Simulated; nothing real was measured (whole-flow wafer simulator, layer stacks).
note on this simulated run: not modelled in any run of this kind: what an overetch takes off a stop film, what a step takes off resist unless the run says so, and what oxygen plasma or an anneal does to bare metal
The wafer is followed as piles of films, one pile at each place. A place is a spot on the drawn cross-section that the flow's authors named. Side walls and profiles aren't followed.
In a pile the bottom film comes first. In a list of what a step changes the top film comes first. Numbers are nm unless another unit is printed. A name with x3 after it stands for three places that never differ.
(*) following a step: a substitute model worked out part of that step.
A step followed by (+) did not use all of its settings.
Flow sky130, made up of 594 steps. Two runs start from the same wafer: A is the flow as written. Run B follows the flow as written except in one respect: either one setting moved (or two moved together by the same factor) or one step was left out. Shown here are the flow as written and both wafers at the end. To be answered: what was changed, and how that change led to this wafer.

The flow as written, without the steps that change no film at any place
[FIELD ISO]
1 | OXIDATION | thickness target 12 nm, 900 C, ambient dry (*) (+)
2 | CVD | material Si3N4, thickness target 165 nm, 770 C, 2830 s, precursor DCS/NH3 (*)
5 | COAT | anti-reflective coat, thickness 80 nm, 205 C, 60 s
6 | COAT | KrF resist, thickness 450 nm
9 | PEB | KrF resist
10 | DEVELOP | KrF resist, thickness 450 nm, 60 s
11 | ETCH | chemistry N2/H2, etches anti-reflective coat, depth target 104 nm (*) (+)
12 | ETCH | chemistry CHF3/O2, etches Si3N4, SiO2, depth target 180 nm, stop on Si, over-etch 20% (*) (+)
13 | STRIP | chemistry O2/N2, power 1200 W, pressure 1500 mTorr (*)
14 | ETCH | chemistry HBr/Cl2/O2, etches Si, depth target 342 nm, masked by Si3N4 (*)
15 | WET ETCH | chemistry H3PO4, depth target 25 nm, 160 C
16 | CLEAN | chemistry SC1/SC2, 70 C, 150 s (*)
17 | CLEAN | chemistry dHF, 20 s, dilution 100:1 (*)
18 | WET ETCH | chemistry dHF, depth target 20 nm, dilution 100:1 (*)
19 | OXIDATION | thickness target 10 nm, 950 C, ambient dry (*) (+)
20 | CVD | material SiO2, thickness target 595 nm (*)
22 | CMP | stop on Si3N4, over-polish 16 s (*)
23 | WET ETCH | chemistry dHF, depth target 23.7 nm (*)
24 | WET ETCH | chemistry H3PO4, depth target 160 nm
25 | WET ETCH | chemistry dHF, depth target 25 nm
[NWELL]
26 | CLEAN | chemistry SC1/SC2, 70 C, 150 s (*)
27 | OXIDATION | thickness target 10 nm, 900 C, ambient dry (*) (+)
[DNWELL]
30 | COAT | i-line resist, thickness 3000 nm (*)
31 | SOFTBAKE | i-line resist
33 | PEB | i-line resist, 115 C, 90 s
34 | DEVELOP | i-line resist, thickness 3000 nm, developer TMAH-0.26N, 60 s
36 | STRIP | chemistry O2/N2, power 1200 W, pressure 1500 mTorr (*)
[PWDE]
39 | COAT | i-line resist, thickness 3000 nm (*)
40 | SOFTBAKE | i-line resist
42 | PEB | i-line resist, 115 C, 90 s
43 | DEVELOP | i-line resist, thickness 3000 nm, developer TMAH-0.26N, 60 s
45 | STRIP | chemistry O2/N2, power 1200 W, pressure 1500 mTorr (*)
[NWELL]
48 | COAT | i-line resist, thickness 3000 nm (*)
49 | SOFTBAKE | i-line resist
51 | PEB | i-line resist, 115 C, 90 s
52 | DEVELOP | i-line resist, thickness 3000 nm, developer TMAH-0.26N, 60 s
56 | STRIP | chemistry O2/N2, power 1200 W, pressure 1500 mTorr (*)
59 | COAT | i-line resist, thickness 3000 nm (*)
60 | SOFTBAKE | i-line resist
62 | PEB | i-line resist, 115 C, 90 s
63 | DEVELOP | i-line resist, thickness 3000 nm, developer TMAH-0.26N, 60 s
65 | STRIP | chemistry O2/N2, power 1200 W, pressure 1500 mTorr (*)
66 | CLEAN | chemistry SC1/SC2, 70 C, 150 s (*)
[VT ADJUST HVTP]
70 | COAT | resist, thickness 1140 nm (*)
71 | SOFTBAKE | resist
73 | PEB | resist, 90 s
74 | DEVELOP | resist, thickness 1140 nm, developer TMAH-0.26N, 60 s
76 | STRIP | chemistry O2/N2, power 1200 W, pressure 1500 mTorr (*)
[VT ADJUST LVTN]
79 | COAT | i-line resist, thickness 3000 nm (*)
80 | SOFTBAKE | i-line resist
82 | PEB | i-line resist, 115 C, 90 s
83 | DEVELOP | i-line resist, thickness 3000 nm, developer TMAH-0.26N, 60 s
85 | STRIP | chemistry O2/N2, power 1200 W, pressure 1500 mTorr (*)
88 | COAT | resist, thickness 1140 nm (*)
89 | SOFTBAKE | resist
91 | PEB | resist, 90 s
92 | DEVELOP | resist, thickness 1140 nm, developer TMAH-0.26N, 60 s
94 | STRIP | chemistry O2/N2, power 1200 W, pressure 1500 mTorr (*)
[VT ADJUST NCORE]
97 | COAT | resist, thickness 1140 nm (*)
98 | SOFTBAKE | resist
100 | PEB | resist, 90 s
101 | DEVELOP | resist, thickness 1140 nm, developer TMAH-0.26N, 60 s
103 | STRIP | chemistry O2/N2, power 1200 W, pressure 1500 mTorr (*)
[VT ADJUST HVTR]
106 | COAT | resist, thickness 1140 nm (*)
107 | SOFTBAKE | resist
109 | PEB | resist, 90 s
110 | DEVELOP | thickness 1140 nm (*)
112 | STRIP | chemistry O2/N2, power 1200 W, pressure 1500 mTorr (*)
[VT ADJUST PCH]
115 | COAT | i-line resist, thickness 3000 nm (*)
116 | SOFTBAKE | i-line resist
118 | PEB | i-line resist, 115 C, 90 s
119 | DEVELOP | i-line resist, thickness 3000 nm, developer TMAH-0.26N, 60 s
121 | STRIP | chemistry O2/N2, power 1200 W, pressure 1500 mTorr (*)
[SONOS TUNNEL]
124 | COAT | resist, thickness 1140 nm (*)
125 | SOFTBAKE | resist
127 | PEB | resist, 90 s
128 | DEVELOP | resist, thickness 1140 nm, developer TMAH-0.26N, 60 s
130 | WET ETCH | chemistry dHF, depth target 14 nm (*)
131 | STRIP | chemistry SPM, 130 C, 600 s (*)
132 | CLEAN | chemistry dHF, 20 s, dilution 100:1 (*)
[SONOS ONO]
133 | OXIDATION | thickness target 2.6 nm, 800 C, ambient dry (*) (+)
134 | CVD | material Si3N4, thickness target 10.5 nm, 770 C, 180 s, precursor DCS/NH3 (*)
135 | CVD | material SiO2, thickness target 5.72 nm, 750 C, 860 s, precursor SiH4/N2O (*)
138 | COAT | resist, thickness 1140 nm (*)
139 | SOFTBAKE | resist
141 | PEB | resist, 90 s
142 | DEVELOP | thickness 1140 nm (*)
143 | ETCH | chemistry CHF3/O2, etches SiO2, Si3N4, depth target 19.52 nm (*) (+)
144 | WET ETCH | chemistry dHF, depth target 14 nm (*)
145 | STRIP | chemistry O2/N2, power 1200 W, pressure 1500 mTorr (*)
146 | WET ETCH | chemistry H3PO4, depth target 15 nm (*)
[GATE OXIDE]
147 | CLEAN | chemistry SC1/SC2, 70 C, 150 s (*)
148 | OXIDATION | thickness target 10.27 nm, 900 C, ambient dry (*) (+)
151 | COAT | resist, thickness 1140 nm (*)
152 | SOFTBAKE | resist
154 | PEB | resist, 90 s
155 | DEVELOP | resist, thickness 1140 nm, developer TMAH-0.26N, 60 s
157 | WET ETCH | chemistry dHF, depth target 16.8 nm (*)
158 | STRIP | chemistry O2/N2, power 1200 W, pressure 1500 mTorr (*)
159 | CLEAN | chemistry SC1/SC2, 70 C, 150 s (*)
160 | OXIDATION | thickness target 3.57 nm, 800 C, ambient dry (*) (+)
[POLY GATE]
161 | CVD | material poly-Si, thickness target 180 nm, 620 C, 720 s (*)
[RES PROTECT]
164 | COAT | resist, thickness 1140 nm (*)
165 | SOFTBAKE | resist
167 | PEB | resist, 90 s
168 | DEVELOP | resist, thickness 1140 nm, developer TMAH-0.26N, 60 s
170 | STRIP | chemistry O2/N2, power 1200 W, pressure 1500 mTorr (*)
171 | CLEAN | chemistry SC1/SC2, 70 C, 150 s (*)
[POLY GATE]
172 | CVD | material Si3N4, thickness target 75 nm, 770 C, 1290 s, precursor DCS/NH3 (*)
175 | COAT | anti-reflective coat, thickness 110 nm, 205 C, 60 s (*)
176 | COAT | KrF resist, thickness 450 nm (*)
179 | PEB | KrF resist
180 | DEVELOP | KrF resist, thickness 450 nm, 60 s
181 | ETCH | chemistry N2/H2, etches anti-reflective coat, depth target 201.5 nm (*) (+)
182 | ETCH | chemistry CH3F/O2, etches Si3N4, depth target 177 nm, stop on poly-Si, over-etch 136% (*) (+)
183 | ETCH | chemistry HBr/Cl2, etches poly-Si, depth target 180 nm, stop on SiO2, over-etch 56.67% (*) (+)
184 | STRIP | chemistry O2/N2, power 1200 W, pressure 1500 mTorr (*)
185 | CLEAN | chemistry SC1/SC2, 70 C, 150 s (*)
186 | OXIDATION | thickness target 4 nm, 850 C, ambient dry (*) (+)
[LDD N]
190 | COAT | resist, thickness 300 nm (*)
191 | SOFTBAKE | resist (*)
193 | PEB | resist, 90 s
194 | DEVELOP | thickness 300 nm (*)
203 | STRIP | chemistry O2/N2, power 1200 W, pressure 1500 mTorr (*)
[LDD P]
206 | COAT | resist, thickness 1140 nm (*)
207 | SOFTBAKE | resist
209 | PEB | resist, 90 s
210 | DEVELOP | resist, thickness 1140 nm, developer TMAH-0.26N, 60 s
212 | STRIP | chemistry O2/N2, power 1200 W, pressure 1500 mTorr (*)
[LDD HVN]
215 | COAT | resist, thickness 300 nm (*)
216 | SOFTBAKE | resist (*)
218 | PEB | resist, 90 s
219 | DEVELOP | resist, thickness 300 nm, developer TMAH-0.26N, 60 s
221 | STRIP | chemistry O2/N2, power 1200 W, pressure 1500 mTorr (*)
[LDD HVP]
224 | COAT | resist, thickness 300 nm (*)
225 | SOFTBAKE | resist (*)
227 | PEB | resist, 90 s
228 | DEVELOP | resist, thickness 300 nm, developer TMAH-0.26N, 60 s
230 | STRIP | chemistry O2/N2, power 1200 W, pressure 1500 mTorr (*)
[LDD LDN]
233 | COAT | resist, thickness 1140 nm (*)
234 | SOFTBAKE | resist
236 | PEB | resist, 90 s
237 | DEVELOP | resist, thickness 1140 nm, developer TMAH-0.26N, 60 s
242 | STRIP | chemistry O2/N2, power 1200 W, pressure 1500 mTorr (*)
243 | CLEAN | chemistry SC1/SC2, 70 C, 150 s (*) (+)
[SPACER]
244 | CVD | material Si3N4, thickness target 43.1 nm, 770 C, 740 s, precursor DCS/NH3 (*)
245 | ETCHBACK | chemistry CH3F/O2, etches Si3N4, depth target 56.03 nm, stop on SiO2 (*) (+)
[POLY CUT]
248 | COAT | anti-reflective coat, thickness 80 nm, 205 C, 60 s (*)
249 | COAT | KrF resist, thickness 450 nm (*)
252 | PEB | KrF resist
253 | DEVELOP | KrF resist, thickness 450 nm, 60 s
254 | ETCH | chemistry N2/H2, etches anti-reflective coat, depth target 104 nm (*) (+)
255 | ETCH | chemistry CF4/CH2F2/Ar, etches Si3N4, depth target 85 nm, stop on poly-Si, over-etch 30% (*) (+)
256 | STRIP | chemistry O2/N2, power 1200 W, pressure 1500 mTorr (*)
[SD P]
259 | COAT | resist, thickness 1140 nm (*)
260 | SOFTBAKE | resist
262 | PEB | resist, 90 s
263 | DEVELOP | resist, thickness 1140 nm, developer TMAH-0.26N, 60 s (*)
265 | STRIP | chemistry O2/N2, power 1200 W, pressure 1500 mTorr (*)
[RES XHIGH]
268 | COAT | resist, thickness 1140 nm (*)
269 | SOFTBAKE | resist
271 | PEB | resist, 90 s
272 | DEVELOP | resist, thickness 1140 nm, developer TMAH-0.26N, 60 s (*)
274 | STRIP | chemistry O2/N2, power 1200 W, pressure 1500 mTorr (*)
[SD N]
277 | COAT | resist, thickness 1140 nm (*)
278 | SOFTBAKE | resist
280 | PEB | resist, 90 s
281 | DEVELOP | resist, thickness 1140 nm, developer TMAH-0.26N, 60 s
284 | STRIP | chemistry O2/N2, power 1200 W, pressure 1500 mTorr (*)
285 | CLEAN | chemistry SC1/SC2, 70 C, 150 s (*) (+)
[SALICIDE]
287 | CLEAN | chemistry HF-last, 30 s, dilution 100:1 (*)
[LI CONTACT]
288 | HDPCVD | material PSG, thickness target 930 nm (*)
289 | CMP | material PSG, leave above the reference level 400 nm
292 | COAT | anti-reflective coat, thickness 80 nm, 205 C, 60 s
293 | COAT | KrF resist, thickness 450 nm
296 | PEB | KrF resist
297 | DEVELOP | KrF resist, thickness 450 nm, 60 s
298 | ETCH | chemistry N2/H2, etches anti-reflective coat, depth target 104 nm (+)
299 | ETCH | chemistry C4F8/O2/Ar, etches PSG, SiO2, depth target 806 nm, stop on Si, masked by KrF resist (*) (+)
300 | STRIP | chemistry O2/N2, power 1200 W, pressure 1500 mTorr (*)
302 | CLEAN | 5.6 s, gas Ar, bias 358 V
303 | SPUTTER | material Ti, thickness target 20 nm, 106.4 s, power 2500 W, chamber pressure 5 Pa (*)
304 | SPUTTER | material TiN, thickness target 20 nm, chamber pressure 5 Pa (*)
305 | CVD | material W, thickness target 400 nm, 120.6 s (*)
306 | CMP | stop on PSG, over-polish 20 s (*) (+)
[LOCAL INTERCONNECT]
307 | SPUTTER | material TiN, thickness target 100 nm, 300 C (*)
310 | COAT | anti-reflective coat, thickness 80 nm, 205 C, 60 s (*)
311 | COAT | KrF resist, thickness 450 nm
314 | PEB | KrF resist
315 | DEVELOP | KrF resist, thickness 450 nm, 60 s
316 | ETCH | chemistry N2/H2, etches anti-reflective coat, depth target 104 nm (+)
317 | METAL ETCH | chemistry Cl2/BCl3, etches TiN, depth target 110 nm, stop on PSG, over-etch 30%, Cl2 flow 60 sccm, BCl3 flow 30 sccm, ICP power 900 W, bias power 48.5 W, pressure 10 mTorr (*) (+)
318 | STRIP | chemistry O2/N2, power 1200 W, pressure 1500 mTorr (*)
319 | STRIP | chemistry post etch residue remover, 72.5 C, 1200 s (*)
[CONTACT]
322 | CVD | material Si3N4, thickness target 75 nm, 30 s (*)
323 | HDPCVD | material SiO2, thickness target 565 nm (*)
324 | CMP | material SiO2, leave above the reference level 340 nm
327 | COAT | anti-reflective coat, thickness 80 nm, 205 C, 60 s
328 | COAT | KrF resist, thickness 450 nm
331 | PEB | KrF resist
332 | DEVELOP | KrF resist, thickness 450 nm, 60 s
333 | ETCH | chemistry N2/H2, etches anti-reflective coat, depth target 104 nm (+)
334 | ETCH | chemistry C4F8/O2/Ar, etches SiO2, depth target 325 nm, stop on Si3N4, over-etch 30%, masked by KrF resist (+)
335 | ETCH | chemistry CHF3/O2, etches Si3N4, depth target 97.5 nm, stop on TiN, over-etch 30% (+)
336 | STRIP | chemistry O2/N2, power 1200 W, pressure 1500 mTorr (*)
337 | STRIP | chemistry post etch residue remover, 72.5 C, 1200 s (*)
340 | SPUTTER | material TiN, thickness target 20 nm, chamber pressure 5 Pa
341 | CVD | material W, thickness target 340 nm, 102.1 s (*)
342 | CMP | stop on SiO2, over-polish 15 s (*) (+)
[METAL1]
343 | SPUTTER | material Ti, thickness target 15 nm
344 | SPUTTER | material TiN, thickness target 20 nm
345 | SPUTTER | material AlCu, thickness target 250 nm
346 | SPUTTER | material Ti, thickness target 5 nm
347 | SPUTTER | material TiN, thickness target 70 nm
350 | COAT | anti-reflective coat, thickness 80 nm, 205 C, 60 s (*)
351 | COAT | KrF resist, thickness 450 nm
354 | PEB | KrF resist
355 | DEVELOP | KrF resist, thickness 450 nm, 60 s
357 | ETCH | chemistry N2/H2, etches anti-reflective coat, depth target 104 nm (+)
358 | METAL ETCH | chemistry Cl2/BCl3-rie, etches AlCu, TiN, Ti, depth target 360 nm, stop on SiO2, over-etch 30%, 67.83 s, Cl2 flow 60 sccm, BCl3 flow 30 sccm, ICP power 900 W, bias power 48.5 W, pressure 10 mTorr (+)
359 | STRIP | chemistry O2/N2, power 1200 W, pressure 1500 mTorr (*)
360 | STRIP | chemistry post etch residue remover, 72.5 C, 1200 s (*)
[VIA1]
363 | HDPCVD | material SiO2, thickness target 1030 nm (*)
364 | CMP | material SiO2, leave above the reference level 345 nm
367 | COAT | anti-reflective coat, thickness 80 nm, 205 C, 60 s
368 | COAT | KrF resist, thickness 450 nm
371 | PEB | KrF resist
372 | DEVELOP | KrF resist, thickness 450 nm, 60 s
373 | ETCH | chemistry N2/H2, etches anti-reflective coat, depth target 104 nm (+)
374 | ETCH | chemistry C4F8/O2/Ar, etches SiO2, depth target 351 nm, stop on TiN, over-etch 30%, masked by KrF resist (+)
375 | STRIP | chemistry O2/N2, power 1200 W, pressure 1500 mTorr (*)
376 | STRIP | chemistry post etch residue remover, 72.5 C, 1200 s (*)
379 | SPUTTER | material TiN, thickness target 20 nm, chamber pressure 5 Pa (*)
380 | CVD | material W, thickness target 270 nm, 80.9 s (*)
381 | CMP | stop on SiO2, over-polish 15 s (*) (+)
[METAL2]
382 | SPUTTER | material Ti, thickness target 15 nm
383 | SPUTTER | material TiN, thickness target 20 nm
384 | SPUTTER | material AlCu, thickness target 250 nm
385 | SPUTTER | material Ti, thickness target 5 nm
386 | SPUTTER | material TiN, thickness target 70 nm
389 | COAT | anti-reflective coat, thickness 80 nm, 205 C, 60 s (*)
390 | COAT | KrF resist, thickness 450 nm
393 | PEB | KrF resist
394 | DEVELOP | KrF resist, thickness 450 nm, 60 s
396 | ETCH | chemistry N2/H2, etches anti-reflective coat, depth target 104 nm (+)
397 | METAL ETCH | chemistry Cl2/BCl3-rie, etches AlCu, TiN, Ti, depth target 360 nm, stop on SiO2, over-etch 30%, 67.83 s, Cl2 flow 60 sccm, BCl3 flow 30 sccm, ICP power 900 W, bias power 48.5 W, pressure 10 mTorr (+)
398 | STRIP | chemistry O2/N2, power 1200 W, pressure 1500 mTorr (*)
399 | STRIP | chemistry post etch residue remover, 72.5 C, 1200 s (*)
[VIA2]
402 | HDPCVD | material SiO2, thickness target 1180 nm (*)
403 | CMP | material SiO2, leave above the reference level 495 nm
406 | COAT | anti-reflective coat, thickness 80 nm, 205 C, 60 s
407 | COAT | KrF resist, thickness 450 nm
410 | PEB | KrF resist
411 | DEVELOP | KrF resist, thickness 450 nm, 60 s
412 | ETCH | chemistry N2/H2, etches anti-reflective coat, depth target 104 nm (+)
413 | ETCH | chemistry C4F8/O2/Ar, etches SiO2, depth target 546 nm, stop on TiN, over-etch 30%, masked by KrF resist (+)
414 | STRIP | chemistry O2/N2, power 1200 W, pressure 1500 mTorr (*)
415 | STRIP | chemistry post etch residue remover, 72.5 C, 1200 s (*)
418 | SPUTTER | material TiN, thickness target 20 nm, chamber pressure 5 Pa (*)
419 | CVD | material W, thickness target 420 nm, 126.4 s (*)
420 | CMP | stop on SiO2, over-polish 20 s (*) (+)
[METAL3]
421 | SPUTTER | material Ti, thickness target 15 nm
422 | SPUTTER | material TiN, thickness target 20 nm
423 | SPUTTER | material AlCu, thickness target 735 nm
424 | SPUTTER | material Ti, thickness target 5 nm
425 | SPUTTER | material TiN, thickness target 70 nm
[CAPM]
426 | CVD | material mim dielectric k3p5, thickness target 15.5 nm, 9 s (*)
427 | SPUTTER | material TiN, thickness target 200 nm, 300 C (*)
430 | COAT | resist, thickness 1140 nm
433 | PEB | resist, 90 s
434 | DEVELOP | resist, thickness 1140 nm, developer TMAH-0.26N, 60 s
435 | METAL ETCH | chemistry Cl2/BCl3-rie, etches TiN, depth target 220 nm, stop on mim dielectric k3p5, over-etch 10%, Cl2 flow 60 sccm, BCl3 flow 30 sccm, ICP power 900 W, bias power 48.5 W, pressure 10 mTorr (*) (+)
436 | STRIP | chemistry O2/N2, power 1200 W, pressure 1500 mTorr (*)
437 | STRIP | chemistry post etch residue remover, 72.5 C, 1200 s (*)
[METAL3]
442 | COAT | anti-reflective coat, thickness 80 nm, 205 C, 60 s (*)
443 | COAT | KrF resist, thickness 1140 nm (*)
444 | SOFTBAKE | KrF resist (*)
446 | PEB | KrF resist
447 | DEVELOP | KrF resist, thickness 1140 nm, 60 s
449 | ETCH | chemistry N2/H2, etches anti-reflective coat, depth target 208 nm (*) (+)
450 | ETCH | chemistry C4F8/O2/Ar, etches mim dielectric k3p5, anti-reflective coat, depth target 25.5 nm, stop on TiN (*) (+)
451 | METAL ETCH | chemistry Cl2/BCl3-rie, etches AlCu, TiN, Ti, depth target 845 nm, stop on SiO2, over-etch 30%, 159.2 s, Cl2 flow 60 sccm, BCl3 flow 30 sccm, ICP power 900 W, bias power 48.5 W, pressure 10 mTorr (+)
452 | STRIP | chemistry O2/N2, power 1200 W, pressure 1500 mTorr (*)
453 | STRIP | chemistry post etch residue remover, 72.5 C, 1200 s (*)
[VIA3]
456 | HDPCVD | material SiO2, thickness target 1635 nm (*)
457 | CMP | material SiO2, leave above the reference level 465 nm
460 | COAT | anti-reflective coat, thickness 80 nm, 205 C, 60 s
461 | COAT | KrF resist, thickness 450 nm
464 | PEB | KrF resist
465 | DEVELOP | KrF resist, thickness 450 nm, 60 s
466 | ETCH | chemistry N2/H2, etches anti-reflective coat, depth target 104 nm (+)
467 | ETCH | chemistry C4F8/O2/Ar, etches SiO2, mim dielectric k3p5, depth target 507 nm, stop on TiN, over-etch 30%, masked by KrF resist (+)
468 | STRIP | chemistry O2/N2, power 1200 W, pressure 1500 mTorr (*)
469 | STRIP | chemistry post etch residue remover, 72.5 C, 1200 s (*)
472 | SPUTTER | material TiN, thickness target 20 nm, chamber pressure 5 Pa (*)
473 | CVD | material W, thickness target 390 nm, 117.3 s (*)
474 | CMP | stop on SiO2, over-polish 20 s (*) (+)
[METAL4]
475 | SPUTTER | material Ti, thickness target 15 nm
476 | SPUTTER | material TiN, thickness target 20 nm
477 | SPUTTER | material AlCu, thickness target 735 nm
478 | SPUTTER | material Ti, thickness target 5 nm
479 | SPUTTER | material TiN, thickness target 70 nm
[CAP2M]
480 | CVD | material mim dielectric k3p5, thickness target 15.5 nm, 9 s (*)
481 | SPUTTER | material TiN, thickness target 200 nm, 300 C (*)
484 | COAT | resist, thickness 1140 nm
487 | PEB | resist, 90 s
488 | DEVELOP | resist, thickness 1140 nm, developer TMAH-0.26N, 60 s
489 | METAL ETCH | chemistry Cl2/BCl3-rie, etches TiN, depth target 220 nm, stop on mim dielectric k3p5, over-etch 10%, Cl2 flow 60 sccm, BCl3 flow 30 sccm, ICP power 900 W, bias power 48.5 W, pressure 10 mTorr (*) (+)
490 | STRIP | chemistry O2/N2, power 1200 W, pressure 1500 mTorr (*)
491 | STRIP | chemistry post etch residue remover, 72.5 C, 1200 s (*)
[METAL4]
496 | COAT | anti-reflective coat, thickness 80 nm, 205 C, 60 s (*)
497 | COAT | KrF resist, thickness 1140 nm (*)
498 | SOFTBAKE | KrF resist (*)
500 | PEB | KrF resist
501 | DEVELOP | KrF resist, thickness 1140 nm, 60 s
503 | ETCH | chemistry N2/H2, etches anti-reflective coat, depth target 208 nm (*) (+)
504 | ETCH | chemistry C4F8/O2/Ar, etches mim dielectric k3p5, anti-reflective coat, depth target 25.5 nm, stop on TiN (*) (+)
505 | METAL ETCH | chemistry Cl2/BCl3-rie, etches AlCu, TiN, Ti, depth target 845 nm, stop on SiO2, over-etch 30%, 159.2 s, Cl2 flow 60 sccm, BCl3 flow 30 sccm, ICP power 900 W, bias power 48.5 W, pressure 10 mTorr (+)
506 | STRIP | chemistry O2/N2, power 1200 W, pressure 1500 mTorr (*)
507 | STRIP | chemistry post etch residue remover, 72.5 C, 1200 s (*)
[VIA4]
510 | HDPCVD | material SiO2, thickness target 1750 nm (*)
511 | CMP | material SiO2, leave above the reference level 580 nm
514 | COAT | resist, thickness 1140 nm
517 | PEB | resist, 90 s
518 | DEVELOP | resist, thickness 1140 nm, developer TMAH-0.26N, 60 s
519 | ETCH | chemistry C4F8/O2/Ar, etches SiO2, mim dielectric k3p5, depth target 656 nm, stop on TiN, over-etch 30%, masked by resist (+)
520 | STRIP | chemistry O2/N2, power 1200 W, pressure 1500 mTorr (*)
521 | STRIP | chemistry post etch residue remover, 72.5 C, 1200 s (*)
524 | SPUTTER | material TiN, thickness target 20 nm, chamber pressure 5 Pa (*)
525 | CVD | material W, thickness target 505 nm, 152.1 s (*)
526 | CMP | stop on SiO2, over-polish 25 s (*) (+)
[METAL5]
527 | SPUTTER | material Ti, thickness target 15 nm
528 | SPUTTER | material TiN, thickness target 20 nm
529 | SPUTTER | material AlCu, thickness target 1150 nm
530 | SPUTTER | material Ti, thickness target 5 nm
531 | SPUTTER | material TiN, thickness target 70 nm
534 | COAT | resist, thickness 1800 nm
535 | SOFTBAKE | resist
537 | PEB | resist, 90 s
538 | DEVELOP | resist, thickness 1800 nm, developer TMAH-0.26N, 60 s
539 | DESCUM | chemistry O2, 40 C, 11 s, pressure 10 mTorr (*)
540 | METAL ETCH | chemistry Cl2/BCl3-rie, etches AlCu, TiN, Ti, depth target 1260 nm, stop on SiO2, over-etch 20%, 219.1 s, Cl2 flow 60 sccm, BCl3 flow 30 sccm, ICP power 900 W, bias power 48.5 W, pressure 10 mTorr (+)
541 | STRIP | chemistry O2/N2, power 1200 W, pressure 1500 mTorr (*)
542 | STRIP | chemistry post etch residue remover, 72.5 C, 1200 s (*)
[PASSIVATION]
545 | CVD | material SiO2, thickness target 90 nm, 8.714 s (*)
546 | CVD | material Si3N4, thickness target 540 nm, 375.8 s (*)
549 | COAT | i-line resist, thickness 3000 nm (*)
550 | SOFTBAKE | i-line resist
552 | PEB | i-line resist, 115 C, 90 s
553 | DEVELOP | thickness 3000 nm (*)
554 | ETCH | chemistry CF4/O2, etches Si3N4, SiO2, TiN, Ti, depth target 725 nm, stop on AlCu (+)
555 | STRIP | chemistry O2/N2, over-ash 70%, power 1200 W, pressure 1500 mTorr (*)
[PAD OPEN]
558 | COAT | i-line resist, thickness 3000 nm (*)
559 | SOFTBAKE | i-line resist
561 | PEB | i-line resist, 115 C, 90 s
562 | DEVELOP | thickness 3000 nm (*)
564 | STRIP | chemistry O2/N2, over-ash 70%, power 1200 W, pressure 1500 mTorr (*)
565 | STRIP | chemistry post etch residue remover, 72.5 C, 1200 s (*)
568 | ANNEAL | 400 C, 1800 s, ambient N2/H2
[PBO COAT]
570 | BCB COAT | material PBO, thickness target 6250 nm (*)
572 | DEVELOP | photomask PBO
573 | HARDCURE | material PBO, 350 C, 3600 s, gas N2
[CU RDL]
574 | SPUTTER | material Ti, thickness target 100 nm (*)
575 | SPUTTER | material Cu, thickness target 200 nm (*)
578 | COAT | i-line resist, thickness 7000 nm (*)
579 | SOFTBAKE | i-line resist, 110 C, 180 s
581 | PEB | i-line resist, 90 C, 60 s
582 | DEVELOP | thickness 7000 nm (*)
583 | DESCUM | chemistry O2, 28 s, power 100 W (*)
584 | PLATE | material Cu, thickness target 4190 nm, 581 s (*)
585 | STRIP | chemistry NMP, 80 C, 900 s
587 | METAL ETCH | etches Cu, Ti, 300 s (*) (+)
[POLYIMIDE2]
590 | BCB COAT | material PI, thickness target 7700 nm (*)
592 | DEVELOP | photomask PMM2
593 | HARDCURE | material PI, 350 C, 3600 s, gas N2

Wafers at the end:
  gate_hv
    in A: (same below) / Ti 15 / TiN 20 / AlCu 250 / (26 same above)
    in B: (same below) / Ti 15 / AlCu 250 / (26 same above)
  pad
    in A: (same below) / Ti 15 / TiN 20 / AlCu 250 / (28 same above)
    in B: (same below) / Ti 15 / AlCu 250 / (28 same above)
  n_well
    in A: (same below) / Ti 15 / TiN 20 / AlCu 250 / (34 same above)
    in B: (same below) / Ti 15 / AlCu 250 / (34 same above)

What caused this: step 344, SPUTTER: material TiN, thickness target 20 nm, was omitted.

The path from the change to this, step by step:
  358 | METAL ETCH | chemistry Cl2/BCl3-rie, etches AlCu, TiN, Ti, depth target 360 nm, stop on SiO2, over-etch 30%, 67.83 s, Cl2 flow 60 sccm, BCl3 flow 30 sccm, ICP power 900 W, bias power 48.5 W, pressure 10 mTorr (+)
      field, active, gate and 81 more: A -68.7 TiN (all of it), -5 Ti (all of it), -250 AlCu (all of it), -20 TiN (all of it), -15 Ti (all of it), -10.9 SiO2 | B -68.7 TiN (all of it), -5 Ti (all of it), -250 AlCu (all of it), -15 Ti (all of it), -12.9 SiO2
  364 | CMP | material SiO2, leave above the reference level 345 nm
      field, active, gate and 81 more: A -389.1 SiO2 | B -407.1 SiO2
